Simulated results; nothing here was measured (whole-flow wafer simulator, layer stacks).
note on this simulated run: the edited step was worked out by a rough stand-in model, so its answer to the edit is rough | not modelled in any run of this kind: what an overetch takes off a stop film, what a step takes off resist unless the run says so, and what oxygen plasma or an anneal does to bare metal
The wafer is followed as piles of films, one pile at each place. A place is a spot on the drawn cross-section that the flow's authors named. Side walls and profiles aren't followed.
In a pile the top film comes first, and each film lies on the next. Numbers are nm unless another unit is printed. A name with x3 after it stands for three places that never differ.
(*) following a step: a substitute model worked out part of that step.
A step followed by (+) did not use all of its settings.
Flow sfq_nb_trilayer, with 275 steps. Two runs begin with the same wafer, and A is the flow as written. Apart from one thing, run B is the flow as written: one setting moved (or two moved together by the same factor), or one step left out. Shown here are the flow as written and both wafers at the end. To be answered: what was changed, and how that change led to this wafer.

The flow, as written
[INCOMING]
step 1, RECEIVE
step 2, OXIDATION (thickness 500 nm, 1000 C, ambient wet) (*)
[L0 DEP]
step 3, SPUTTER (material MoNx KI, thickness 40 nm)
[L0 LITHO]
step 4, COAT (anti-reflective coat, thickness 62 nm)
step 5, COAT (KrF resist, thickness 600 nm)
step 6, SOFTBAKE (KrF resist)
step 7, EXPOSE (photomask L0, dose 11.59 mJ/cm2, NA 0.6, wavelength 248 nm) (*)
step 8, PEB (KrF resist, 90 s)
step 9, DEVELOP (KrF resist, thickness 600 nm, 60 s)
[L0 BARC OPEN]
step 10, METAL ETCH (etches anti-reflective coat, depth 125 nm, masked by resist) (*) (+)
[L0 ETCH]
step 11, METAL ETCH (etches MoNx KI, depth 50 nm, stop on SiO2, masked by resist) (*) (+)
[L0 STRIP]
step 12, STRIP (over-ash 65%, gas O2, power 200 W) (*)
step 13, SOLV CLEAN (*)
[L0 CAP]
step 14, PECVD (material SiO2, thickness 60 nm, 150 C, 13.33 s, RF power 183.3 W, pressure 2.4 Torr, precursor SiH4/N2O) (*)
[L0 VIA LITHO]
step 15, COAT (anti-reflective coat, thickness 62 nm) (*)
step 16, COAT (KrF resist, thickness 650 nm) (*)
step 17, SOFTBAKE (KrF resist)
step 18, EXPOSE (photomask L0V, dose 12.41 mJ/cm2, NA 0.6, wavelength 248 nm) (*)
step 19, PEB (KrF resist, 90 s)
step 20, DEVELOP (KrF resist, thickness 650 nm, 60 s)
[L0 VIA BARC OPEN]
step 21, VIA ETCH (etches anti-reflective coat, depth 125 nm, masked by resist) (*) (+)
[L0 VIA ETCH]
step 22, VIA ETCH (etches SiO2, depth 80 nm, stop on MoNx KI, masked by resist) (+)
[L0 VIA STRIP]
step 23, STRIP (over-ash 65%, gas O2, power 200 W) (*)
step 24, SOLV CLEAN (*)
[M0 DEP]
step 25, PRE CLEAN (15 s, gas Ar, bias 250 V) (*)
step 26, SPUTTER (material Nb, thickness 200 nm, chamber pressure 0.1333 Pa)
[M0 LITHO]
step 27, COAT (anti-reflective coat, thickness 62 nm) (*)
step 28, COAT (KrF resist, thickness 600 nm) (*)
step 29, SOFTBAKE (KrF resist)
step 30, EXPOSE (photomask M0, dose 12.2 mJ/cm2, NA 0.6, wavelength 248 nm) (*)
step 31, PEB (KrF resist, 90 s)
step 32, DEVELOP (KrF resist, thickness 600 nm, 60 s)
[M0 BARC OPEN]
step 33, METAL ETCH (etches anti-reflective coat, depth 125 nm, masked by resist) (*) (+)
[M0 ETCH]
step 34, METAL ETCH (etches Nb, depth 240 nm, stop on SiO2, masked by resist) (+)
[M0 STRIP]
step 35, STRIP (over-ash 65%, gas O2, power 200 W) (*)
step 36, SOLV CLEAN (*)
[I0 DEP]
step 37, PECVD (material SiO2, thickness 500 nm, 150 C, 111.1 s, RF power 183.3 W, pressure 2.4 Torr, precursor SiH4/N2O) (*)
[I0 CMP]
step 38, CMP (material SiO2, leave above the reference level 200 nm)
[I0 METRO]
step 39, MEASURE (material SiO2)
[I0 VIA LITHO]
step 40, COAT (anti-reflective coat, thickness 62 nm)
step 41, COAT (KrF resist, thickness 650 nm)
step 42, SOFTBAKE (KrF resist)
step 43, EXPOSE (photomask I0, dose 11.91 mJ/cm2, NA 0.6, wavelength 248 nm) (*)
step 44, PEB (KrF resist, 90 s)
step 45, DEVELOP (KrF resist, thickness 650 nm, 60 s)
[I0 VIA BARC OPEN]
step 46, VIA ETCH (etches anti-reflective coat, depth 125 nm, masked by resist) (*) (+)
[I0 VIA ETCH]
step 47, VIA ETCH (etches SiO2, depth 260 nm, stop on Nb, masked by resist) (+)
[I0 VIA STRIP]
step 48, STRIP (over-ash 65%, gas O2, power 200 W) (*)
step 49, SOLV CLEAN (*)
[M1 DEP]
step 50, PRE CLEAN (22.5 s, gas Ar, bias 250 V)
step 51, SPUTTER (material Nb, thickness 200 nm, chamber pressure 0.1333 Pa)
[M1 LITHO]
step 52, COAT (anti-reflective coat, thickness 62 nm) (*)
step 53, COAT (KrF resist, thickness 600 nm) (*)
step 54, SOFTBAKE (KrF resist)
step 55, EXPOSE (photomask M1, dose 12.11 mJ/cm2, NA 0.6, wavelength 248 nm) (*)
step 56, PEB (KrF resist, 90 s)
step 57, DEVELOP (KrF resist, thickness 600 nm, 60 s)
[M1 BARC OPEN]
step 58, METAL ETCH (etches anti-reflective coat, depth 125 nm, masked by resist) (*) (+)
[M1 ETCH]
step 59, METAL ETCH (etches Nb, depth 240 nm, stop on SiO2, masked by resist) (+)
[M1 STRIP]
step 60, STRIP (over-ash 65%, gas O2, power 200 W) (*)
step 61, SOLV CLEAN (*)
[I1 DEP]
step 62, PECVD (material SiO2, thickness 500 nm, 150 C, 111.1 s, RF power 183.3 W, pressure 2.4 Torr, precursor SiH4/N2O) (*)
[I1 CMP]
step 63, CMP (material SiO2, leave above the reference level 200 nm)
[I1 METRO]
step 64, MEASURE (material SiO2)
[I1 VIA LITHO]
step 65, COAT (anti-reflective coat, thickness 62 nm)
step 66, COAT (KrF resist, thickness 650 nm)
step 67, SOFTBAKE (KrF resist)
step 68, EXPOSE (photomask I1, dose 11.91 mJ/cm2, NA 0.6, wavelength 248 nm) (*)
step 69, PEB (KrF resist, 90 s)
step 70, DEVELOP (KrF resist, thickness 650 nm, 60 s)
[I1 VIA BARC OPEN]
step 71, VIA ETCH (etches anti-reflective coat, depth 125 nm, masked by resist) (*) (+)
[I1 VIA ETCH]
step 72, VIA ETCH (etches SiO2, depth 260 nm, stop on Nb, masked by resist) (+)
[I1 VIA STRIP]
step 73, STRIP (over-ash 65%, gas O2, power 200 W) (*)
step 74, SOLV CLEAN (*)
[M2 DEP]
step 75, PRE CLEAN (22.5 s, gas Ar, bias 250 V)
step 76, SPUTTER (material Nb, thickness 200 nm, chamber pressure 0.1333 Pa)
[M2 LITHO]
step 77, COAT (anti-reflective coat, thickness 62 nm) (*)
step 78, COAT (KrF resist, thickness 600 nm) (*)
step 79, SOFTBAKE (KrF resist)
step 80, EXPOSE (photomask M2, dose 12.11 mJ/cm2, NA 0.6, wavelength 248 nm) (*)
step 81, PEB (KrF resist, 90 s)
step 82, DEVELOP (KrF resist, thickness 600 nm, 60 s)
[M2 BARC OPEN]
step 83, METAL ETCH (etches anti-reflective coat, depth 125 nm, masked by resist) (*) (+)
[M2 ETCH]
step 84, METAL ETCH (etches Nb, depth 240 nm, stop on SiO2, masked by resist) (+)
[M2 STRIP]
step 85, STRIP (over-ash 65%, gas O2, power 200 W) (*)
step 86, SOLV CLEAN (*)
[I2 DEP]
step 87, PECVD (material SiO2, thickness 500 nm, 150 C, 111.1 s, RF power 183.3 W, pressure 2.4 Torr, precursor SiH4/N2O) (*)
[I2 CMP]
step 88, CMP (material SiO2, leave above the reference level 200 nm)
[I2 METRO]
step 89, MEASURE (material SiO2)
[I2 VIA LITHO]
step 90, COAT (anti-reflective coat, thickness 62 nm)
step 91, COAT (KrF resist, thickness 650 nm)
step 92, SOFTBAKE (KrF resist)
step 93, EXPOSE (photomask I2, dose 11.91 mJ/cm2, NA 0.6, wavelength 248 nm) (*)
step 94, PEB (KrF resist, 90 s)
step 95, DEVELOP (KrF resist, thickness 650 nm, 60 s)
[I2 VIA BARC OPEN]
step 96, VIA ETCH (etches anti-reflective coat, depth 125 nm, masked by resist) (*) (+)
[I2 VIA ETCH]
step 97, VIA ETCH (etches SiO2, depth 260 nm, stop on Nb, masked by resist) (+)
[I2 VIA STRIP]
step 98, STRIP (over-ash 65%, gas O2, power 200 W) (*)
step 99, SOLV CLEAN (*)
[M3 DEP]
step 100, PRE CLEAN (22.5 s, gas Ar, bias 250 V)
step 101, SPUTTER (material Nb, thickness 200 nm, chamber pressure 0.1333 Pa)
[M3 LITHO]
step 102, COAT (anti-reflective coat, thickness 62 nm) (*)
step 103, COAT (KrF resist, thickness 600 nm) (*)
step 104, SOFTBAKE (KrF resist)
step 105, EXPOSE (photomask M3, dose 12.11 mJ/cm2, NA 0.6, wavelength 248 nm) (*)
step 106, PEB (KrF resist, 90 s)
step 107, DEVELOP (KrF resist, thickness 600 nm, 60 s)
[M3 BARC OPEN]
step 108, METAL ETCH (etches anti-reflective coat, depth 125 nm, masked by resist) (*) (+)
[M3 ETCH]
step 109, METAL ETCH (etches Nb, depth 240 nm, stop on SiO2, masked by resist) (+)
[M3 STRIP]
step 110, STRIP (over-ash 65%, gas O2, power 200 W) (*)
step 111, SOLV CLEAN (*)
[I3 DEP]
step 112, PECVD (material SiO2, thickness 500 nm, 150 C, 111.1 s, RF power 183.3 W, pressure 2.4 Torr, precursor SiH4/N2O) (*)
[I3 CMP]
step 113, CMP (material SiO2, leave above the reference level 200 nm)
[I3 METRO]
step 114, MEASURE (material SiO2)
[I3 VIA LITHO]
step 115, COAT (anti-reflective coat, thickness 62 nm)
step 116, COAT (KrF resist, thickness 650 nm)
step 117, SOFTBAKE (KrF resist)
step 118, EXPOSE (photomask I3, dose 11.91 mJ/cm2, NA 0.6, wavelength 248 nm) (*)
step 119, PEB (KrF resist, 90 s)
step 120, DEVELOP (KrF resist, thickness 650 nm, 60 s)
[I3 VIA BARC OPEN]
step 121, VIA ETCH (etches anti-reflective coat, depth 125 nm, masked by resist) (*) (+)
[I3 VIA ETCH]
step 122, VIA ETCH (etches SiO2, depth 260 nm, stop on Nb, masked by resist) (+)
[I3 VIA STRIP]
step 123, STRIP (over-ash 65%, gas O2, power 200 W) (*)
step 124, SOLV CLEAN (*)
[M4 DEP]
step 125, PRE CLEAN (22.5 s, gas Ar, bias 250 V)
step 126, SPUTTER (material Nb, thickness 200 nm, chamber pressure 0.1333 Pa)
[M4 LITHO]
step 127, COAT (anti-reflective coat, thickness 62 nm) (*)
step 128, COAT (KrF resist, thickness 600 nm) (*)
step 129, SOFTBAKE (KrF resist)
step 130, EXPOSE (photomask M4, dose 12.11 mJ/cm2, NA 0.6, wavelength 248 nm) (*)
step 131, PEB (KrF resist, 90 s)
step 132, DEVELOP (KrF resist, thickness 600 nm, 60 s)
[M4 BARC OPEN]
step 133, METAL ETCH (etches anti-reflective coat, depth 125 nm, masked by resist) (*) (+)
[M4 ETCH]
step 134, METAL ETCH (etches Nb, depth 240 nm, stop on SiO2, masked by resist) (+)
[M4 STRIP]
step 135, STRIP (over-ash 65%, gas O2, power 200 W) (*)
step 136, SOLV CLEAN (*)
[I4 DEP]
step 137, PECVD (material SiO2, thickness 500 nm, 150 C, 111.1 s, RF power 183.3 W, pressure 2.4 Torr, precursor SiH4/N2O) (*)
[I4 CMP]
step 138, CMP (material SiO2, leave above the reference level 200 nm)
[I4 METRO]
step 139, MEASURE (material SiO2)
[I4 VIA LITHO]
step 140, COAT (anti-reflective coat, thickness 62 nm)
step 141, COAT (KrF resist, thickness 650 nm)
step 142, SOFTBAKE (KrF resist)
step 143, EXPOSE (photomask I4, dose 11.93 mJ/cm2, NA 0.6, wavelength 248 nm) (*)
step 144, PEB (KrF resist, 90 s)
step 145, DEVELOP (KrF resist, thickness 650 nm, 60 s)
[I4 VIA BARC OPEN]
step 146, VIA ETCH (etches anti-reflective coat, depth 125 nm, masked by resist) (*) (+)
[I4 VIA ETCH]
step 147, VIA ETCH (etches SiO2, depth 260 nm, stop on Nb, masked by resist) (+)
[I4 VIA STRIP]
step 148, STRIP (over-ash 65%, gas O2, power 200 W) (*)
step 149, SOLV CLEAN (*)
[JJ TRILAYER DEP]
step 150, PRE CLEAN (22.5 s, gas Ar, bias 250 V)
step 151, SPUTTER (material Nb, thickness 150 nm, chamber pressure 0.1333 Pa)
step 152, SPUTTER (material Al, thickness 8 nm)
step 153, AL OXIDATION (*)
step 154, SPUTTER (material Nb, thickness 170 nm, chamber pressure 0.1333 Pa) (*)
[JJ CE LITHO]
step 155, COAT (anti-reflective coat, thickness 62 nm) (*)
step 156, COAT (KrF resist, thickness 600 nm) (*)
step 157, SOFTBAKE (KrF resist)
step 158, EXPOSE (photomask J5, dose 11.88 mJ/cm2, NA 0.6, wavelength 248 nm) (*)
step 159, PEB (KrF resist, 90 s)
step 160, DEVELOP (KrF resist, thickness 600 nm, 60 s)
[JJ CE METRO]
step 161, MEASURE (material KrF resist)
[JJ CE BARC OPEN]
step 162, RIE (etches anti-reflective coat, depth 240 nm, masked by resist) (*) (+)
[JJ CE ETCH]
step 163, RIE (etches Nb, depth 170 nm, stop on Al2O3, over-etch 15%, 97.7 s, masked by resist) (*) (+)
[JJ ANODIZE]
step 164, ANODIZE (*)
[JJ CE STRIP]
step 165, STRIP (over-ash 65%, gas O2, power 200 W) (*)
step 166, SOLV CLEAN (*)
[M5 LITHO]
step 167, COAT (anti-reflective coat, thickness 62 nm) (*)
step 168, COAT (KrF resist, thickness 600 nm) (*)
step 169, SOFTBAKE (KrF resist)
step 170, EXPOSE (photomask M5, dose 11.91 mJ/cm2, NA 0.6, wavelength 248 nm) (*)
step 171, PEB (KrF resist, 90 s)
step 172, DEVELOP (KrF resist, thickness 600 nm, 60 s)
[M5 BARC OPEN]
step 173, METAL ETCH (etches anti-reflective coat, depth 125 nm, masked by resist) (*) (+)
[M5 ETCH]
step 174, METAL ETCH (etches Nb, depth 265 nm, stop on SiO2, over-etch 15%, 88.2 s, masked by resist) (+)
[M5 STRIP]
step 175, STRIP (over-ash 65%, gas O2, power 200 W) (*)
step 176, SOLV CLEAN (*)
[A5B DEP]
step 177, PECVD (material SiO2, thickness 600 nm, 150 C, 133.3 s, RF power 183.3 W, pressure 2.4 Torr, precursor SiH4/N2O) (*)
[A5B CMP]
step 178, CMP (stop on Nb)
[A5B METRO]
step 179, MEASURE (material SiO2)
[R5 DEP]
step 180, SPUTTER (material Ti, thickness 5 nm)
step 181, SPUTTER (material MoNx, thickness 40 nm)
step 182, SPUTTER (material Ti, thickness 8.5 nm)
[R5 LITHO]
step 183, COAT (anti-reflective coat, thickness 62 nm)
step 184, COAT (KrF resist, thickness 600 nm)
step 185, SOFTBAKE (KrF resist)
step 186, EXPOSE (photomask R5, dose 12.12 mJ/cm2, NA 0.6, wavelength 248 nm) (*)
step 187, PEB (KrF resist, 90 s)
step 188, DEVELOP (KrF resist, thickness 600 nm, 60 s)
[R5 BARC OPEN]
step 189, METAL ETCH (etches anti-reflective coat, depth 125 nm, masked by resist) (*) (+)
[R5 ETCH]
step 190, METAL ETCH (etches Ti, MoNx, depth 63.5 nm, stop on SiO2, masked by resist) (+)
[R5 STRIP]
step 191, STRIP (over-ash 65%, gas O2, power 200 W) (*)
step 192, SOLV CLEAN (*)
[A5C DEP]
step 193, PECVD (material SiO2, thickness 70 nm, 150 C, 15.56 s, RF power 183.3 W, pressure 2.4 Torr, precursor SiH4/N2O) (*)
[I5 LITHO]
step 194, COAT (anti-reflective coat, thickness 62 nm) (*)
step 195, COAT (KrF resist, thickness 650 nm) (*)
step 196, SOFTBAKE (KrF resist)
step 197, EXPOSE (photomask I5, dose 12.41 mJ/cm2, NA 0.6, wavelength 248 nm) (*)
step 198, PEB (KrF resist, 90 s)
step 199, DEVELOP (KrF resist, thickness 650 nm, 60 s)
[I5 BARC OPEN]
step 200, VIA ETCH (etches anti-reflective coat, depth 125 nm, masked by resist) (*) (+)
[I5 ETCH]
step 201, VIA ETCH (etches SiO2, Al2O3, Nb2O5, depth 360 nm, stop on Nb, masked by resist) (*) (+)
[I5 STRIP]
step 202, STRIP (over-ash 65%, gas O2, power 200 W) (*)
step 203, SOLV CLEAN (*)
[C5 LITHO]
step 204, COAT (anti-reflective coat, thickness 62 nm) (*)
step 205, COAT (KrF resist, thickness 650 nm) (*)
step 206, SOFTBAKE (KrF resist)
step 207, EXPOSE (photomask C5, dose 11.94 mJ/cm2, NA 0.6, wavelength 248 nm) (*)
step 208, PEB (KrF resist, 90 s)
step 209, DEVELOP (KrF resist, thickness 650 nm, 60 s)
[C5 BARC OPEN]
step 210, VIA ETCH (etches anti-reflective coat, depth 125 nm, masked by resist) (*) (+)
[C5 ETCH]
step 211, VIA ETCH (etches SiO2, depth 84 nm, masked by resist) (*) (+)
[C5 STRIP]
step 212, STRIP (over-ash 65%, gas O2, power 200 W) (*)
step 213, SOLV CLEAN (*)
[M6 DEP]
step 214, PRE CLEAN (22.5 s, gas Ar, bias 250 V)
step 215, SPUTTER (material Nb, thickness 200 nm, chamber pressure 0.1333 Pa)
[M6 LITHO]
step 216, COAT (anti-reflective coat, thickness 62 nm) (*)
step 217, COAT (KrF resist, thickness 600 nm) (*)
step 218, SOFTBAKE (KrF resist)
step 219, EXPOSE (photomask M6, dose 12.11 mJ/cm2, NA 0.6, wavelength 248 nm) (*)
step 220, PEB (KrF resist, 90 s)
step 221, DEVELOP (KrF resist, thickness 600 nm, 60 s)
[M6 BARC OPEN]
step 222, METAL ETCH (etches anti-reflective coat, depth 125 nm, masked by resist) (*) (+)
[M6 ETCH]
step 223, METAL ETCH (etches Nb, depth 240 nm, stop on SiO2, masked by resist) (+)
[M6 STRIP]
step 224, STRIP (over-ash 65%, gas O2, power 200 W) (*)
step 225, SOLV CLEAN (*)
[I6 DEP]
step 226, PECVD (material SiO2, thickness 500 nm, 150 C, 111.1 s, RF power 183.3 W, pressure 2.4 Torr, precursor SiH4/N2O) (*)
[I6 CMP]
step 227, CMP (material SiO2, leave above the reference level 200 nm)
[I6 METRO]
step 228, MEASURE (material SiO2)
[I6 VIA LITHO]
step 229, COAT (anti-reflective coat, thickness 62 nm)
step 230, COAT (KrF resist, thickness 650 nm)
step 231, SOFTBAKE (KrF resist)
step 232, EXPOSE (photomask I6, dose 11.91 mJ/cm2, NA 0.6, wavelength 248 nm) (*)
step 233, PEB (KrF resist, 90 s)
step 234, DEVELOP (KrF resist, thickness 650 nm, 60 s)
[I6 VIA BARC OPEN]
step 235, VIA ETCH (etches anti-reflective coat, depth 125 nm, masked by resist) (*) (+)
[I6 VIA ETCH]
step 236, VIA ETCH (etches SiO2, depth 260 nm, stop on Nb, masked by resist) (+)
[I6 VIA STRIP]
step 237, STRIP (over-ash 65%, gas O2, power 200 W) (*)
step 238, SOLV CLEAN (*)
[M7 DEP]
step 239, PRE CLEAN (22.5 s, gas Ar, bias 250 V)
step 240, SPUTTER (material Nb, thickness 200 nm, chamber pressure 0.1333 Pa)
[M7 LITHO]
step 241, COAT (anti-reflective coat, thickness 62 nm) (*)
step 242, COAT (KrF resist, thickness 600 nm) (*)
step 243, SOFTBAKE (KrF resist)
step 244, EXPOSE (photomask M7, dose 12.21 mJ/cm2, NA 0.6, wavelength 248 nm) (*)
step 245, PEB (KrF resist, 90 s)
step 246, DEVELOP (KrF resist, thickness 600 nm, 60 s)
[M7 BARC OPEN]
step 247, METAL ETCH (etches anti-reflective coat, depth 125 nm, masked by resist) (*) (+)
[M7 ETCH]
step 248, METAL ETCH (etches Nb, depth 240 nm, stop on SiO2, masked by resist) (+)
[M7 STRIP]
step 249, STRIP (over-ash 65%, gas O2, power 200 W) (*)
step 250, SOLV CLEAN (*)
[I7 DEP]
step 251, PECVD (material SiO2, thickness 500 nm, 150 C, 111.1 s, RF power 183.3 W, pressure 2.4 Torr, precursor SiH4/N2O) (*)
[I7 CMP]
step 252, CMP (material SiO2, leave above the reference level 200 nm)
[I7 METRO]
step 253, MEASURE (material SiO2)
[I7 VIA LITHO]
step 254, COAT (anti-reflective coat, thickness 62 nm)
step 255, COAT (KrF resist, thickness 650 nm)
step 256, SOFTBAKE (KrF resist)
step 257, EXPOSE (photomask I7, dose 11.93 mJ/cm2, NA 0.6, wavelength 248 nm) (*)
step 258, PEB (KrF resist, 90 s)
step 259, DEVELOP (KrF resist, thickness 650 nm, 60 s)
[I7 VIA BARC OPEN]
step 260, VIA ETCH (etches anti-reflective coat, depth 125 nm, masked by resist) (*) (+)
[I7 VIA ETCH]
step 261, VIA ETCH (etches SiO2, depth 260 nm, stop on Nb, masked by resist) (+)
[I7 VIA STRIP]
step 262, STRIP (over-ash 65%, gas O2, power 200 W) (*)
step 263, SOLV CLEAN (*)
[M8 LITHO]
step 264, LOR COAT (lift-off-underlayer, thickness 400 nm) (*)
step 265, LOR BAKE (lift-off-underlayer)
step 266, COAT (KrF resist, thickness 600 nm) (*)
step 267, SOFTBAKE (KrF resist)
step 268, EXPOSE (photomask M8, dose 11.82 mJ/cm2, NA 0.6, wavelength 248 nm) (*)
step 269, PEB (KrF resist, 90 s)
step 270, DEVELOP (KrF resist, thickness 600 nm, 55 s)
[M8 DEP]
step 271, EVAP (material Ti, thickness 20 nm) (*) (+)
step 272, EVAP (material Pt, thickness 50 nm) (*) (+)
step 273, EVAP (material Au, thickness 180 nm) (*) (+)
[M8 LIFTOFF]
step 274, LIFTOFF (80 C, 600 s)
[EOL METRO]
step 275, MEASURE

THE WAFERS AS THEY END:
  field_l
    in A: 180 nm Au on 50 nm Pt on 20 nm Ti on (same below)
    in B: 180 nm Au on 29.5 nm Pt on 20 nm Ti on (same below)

What caused this: step 272, EVAP: thickness 29.5 nm was run, while the flow as written has thickness 50 nm.
The wafer lets one read it off: field_l has Pt 29.5, and step 272 as written asks for 50 nm.

The path from the change to this, step by step:
  step 272, EVAP (material Pt, thickness 50 nm) (*) (+)
      field_l, v_sur, via_wl and 103 more: A Pt gains 50 (new film) | B Pt gains 29.5 (new film)
  step 274, LIFTOFF (80 C, 600 s)
      p4_fl x3, p4_w1 x9, p4_g1 x2 and 60 more: A Au loses 180 (all of it), Pt loses 50 (all of it), Ti loses 20 (all of it), KrF resist loses 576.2 (all of it), lift-off-underlayer loses 400 (all of it) | B Au loses 180 (all of it), Pt loses 29.5 (all of it), Ti loses 20 (all of it), KrF resist loses 576.2 (all of it), lift-off-underlayer loses 400 (all of it)
      c5j, ce_r: A Au loses 180 (all of it), Pt loses 50 (all of it), Ti loses 20 (all of it), KrF resist loses 573.3 (all of it), lift-off-underlayer loses 399.3 (all of it) | B Au loses 180 (all of it), Pt loses 29.5 (all of it), Ti loses 20 (all of it), KrF resist loses 573.3 (all of it), lift-off-underlayer loses 399.3 (all of it)
      (also at 19 further places)
